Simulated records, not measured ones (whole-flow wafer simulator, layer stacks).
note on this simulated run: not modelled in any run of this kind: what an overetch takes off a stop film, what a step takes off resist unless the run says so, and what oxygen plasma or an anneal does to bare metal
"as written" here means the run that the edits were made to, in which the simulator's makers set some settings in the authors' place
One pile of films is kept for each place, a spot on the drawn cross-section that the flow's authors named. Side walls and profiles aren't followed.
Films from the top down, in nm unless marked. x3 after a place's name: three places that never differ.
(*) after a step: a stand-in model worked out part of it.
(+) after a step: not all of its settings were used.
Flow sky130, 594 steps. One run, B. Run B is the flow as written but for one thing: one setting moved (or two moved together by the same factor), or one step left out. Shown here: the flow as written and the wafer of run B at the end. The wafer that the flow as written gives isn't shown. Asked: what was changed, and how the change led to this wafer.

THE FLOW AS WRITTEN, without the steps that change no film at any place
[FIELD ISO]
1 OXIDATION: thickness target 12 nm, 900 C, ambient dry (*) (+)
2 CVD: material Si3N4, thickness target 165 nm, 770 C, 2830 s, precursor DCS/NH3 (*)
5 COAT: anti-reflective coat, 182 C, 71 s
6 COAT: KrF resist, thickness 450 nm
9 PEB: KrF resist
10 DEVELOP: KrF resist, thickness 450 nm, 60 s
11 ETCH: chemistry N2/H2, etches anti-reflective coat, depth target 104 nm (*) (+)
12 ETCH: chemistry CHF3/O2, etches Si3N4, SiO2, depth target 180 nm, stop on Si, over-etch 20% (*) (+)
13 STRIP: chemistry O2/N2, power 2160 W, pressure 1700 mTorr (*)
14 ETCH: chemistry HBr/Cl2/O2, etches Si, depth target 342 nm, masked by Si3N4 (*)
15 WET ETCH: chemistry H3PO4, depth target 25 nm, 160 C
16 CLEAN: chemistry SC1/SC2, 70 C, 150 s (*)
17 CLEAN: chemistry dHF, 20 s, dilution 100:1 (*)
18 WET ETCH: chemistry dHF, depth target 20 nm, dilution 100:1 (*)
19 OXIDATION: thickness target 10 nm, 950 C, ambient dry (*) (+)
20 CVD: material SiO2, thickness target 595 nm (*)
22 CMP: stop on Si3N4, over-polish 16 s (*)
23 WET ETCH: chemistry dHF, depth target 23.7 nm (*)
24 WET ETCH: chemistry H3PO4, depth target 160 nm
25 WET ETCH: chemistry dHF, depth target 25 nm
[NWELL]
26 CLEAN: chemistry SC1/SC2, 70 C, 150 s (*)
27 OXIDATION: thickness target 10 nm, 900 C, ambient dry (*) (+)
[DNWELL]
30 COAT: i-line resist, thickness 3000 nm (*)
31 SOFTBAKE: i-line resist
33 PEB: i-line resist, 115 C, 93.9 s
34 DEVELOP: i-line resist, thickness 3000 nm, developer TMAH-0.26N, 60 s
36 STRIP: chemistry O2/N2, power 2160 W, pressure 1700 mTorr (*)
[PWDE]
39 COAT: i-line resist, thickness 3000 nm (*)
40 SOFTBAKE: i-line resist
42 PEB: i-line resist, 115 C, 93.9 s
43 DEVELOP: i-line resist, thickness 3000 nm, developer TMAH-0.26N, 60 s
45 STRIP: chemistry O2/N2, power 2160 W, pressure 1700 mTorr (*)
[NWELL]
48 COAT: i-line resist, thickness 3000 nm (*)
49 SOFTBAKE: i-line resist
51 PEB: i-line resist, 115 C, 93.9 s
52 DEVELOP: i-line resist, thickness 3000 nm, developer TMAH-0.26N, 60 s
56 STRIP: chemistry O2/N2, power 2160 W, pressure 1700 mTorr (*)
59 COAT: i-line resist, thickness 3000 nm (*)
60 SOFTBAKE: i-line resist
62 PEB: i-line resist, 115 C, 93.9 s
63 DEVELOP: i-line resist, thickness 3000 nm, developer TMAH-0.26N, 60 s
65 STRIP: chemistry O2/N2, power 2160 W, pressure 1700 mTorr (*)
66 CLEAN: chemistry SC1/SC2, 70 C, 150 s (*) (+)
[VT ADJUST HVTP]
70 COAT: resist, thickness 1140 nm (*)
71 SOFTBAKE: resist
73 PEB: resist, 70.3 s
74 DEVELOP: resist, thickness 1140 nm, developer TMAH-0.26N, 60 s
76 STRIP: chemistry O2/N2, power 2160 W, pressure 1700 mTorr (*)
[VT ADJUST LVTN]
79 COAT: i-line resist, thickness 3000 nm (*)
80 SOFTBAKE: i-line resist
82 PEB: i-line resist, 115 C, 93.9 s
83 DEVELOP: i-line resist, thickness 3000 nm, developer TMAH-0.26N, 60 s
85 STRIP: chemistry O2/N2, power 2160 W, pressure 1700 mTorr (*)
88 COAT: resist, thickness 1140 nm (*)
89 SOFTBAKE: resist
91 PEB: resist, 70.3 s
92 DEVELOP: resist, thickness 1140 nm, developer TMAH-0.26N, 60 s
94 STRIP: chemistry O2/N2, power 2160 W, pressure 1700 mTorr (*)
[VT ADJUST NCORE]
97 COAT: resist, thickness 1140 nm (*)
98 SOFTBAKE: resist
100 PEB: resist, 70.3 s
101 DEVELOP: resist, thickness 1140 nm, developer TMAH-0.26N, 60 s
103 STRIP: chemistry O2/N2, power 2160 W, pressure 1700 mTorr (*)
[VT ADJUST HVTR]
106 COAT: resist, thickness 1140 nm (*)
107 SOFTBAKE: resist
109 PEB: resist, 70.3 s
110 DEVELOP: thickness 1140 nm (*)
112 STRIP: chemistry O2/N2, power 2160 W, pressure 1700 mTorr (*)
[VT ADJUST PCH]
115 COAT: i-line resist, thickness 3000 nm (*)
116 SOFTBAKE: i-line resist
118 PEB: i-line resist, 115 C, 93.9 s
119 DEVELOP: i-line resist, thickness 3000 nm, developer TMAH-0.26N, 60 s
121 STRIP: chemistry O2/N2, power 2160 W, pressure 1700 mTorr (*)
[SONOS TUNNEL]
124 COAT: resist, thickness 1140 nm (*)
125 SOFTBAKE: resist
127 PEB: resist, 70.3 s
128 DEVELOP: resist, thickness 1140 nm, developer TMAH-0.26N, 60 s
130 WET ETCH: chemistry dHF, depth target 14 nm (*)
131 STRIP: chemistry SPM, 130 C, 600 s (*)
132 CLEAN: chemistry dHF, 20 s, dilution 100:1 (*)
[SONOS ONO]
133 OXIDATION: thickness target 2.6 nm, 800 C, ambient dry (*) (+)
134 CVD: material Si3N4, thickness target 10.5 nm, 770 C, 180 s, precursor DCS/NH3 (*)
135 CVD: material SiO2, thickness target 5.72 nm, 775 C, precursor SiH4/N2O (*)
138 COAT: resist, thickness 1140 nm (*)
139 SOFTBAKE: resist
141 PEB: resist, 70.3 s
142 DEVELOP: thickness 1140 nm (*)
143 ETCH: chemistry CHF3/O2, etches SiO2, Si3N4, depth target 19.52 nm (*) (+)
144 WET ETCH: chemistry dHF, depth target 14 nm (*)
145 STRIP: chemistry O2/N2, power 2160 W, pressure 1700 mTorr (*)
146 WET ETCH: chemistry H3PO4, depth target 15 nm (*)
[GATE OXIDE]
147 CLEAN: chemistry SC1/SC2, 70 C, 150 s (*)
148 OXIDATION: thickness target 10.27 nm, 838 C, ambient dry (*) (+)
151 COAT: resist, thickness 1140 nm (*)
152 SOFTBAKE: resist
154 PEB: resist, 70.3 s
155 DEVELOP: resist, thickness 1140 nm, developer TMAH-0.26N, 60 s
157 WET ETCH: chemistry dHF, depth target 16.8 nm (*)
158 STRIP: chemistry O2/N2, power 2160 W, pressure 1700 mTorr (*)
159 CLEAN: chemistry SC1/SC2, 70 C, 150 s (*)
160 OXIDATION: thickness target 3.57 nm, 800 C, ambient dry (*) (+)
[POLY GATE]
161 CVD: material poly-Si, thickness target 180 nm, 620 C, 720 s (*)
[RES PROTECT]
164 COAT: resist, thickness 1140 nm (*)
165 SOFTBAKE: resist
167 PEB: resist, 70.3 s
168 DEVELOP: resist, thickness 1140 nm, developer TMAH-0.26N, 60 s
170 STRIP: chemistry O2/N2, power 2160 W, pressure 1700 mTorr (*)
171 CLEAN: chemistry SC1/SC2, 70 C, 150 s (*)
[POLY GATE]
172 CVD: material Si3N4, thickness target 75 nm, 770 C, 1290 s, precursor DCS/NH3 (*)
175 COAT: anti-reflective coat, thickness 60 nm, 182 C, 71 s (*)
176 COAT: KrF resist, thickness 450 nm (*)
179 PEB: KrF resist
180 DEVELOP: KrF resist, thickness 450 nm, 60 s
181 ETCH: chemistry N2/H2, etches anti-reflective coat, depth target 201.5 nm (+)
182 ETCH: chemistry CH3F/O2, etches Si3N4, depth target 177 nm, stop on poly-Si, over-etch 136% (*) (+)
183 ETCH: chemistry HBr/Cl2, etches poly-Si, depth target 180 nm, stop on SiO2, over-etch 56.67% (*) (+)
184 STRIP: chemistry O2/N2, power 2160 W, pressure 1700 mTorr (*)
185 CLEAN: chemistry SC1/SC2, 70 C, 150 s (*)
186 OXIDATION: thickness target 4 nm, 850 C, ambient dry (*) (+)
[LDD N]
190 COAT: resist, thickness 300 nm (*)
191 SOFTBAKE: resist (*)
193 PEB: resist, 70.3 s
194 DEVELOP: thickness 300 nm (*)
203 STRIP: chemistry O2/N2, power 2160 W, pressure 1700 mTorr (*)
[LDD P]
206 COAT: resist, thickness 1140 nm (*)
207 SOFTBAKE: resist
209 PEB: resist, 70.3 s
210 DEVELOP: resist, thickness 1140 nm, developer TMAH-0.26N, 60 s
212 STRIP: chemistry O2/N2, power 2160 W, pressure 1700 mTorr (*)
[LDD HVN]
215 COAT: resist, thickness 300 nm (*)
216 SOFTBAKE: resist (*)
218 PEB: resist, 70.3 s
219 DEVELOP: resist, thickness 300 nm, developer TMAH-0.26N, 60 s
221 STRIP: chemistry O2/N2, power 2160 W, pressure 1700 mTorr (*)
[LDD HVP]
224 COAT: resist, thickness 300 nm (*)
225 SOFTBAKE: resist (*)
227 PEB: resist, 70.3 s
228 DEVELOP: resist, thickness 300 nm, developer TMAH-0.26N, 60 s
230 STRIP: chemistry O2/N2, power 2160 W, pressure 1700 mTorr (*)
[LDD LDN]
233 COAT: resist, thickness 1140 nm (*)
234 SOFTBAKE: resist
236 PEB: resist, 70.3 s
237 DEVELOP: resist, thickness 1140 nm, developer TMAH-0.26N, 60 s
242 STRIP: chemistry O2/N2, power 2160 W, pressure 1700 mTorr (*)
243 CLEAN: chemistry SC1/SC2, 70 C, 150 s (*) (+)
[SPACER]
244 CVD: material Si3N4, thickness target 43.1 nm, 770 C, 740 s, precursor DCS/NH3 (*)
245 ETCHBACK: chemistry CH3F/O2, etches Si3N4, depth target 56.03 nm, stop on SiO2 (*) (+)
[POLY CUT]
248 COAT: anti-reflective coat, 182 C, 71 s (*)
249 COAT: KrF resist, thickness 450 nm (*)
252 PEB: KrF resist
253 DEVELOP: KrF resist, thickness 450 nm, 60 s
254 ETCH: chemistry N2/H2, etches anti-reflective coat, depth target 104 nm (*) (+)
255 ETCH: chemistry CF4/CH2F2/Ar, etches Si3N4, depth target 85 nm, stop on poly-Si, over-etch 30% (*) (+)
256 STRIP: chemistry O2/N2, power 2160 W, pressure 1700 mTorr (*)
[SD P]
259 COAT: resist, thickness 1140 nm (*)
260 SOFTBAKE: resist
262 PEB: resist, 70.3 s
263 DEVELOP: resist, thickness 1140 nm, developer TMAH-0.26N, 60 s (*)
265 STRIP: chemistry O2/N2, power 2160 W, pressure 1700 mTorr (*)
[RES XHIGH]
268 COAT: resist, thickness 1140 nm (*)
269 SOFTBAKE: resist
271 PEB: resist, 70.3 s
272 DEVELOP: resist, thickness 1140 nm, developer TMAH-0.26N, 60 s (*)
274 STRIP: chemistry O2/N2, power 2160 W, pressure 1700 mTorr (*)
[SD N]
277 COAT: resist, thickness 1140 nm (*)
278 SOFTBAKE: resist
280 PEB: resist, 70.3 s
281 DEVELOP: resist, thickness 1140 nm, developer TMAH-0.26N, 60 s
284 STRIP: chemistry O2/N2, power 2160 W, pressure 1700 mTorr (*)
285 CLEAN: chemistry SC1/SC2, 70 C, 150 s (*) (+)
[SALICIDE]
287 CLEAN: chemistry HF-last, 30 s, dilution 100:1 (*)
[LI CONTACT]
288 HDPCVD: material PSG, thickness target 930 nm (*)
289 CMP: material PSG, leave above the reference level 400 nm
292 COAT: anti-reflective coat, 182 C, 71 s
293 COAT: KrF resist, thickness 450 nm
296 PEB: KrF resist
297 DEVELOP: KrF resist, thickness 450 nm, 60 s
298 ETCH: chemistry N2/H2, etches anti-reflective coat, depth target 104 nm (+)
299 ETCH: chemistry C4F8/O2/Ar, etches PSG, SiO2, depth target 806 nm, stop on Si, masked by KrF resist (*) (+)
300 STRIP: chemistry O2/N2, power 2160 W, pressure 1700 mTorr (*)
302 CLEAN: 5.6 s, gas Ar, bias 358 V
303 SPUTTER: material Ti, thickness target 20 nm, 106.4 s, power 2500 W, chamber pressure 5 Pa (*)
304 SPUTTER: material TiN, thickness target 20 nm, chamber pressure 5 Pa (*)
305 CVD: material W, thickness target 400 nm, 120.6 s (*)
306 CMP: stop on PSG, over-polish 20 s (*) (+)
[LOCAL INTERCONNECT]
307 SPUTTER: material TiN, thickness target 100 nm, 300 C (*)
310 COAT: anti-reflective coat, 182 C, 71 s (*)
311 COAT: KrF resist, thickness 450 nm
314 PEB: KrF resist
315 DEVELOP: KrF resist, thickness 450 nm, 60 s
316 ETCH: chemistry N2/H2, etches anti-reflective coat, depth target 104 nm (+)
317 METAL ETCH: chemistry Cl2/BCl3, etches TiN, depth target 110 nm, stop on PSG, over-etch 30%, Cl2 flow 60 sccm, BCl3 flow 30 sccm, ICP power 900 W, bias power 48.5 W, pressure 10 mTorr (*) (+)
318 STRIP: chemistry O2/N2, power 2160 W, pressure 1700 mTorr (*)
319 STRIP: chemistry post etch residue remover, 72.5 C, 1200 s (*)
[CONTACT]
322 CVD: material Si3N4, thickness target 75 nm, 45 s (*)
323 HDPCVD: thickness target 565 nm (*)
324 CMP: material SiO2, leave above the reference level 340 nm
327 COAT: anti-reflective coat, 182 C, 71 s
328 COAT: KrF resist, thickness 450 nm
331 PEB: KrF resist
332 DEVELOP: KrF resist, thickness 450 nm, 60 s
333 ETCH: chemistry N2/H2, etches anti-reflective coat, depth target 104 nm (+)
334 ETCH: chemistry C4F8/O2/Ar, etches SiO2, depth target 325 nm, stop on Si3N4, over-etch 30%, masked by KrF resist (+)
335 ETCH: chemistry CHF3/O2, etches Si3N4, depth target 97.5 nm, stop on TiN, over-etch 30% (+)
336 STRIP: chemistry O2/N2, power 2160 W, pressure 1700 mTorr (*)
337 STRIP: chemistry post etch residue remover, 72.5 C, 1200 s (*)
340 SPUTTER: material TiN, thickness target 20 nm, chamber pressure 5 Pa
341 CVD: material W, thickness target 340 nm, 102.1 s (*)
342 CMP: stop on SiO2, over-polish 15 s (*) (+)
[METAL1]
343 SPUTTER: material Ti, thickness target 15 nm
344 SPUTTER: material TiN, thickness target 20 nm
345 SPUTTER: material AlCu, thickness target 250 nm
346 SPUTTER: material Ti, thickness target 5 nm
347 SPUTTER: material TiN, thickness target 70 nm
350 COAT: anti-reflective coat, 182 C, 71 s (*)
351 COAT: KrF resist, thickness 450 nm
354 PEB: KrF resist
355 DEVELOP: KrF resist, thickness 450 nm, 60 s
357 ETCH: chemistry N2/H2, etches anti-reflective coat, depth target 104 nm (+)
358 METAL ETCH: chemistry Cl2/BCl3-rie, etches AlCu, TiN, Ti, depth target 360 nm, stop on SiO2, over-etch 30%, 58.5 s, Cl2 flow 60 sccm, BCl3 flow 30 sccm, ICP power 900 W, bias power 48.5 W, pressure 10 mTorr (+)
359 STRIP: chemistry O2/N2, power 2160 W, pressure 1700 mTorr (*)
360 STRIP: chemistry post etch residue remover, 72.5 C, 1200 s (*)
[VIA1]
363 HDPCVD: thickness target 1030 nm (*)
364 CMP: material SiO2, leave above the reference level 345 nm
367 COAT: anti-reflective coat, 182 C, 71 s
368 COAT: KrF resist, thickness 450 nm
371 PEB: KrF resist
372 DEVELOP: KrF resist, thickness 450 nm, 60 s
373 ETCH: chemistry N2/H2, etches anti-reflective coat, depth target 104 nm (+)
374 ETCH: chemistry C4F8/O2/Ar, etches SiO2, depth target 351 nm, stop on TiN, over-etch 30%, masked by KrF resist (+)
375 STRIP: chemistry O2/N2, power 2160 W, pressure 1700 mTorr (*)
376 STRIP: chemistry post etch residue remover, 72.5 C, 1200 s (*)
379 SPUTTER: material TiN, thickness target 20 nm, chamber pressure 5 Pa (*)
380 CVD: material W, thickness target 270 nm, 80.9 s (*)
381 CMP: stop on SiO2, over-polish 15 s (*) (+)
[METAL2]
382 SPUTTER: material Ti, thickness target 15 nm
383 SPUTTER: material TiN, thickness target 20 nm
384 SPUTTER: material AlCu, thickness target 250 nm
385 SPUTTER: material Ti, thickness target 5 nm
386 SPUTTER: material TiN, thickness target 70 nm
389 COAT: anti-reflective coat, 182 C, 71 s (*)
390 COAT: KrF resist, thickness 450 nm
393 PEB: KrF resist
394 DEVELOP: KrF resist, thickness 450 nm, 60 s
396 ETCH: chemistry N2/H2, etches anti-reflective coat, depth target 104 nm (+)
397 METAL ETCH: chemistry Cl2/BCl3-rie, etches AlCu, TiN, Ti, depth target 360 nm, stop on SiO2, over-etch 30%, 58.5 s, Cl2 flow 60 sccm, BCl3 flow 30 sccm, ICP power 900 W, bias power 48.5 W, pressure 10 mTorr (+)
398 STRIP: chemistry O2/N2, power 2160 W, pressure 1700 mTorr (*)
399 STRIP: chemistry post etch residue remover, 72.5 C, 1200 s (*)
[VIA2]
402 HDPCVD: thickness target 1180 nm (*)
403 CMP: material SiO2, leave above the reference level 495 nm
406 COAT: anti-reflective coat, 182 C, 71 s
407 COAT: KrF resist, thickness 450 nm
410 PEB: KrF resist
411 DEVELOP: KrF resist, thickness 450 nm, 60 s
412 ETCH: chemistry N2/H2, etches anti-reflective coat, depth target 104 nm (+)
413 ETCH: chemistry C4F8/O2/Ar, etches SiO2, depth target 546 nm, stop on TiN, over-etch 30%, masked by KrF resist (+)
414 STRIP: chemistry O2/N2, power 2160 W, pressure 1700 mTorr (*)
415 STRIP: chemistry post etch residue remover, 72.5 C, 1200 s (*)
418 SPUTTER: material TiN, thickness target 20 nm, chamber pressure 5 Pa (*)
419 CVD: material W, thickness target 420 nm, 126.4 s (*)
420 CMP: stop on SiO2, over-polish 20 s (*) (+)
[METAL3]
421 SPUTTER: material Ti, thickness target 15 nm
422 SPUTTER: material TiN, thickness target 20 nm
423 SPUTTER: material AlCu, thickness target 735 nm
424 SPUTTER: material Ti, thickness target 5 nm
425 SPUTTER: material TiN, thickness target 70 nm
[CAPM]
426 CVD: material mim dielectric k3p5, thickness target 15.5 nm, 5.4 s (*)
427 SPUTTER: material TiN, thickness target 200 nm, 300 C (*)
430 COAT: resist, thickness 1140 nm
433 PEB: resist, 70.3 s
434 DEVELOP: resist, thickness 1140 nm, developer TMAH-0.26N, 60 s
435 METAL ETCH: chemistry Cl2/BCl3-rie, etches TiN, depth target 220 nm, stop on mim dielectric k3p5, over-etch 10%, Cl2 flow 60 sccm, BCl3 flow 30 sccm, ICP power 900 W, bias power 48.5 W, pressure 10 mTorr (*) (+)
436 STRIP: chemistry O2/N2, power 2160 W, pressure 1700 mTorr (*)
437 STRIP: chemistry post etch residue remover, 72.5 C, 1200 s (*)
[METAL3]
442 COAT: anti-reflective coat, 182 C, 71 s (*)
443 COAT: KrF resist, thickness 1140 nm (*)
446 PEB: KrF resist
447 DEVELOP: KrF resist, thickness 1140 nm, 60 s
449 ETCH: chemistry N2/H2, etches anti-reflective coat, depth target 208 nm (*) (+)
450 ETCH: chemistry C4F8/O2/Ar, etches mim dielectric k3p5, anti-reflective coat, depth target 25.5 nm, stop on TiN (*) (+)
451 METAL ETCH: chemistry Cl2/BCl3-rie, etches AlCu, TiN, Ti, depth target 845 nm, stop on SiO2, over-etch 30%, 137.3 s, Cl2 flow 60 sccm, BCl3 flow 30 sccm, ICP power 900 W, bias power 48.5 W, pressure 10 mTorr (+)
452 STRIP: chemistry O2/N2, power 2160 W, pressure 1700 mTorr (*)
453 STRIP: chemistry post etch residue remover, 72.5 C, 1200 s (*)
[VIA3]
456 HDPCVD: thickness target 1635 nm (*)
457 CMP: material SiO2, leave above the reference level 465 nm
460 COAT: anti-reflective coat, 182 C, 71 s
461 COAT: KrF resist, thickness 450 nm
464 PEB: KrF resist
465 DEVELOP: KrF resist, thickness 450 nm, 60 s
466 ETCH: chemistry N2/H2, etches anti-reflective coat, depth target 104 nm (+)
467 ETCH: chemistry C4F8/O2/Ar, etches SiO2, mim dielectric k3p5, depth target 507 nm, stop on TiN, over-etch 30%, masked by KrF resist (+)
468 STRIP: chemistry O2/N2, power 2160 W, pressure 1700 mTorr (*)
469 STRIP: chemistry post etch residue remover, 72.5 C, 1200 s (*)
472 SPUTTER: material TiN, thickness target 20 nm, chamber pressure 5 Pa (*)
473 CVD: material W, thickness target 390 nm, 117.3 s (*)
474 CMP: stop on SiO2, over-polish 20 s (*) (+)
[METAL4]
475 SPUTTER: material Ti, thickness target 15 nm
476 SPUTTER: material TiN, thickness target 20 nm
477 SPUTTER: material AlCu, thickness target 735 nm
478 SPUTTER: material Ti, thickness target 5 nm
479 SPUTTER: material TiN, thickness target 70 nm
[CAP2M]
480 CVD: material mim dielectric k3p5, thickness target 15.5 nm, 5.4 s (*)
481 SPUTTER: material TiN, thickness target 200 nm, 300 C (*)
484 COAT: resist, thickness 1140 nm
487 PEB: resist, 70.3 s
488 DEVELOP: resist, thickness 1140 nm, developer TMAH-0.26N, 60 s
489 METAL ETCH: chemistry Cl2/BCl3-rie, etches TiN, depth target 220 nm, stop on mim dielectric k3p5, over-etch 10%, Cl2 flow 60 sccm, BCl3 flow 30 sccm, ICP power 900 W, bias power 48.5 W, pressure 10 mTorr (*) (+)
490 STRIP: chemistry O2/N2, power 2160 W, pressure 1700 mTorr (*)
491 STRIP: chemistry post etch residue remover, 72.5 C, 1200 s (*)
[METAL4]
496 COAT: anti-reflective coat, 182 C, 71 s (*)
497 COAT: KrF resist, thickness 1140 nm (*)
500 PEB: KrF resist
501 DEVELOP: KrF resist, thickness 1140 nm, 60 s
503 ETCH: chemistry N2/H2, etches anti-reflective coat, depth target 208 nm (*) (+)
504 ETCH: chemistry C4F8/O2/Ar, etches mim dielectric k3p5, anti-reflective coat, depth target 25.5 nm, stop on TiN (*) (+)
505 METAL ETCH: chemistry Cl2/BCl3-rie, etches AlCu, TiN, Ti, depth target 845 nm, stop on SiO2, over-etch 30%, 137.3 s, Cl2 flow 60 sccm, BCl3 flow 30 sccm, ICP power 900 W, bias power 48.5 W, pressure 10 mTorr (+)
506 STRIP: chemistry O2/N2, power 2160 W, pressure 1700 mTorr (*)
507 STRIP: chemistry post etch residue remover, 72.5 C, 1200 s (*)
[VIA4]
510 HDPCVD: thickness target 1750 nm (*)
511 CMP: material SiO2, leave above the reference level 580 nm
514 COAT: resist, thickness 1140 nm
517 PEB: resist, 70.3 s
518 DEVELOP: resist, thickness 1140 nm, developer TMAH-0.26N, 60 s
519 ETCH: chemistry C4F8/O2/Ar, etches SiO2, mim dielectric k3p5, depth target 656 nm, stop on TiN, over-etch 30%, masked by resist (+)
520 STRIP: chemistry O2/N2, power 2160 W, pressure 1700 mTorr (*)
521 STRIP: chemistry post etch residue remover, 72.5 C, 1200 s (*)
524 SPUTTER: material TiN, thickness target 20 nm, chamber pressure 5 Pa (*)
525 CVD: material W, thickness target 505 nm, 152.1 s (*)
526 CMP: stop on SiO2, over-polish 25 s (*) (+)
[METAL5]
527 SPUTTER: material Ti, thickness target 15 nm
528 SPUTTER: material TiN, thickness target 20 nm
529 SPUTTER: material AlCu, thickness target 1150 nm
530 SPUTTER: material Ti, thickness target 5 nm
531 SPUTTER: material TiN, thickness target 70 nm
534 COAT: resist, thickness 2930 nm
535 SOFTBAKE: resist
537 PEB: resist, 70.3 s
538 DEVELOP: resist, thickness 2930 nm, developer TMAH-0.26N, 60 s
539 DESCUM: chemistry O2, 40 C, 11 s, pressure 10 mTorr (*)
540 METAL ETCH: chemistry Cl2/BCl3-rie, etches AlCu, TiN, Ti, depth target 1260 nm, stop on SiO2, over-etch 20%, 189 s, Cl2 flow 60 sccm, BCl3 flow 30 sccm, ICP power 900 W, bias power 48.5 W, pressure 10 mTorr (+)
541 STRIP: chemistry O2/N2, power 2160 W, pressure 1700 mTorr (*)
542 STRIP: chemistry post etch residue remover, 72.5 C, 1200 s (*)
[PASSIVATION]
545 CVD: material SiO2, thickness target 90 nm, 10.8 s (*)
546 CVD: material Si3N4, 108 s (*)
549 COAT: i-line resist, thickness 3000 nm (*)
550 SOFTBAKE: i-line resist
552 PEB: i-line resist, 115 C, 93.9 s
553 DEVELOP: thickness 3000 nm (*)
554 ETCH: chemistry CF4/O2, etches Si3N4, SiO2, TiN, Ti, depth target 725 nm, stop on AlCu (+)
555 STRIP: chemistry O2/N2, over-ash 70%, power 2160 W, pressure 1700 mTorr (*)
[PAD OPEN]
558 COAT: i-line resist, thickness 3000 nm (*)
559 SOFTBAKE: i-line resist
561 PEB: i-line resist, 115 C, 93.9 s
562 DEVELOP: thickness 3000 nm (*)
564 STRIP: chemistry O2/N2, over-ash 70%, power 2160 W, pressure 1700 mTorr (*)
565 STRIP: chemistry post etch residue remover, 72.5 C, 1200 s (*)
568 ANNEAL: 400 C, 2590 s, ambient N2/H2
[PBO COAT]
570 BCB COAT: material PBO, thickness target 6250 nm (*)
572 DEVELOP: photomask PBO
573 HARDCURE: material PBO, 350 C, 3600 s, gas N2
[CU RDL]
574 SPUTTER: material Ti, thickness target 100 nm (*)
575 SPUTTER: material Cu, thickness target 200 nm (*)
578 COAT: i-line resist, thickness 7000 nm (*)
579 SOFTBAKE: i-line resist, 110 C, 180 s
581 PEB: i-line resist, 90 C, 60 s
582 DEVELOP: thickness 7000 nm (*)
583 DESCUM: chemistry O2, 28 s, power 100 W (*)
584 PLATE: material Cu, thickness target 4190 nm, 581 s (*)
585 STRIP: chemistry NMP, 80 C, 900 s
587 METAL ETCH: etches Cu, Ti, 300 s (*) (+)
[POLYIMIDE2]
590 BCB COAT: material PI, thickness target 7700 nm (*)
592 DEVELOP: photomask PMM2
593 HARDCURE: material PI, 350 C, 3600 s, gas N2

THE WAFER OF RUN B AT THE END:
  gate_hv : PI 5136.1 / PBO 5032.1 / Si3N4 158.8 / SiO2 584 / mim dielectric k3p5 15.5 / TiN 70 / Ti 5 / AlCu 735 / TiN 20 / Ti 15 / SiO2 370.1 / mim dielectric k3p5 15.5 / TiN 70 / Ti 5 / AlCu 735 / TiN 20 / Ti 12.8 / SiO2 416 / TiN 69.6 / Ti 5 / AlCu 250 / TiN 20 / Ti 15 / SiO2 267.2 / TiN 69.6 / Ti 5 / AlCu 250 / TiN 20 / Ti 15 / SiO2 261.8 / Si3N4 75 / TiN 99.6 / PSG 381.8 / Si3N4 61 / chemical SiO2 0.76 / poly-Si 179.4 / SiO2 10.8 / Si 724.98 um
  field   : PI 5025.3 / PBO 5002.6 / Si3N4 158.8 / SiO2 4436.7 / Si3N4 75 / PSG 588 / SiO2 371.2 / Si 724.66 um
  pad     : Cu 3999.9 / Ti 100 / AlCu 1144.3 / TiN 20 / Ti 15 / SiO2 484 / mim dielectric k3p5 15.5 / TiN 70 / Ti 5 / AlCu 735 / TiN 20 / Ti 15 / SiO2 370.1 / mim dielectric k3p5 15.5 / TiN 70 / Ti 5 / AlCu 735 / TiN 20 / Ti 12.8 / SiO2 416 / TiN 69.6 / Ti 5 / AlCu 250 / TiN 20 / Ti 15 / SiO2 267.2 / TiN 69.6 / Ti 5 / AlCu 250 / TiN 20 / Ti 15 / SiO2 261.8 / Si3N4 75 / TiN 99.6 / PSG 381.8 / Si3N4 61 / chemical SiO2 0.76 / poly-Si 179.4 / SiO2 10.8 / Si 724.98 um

The cause: step 421, SPUTTER: thickness target 12.8 nm was run, where the flow has thickness target 15 nm.
It can be read off the wafer: gate_hv has Ti 12.8, and step 421 as written asks for 15 nm.

How the change led to this, step by step:
  421 SPUTTER: material Ti, thickness target 15 nm
      field, active, n_well and 188 more: Ti +12.8 (new film) (as written it would be: Ti +15 (new film))
  451 METAL ETCH: chemistry Cl2/BCl3-rie, etches AlCu, TiN, Ti, depth target 845 nm, stop on SiO2, over-etch 30%, 137.3 s, Cl2 flow 60 sccm, BCl3 flow 30 sccm, ICP power 900 W, bias power 48.5 W, pressure 10 mTorr (+)
      field, gate, spacer and 68 more: TiN -70 (all of it), Ti -5 (all of it), AlCu -735 (all of it), TiN -20 (all of it), Ti -12.8 (all of it), SiO2 -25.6 (as written it would be: TiN -70 (all of it), Ti -5 (all of it), AlCu -735 (all of it), TiN -20 (all of it), Ti -15 (all of it), SiO2 -25.4)
      active, vpp_ln, vpp_iso2 and 11 more: TiN -70 (all of it), Ti -5 (all of it), AlCu -735 (all of it), TiN -20 (all of it), Ti -12.8 (all of it), SiO2 -25.6 (as written it would be: TiN -70 (all of it), Ti -5 (all of it), AlCu -735 (all of it), TiN -20 (all of it), Ti -15 (all of it), SiO2 -25.3)
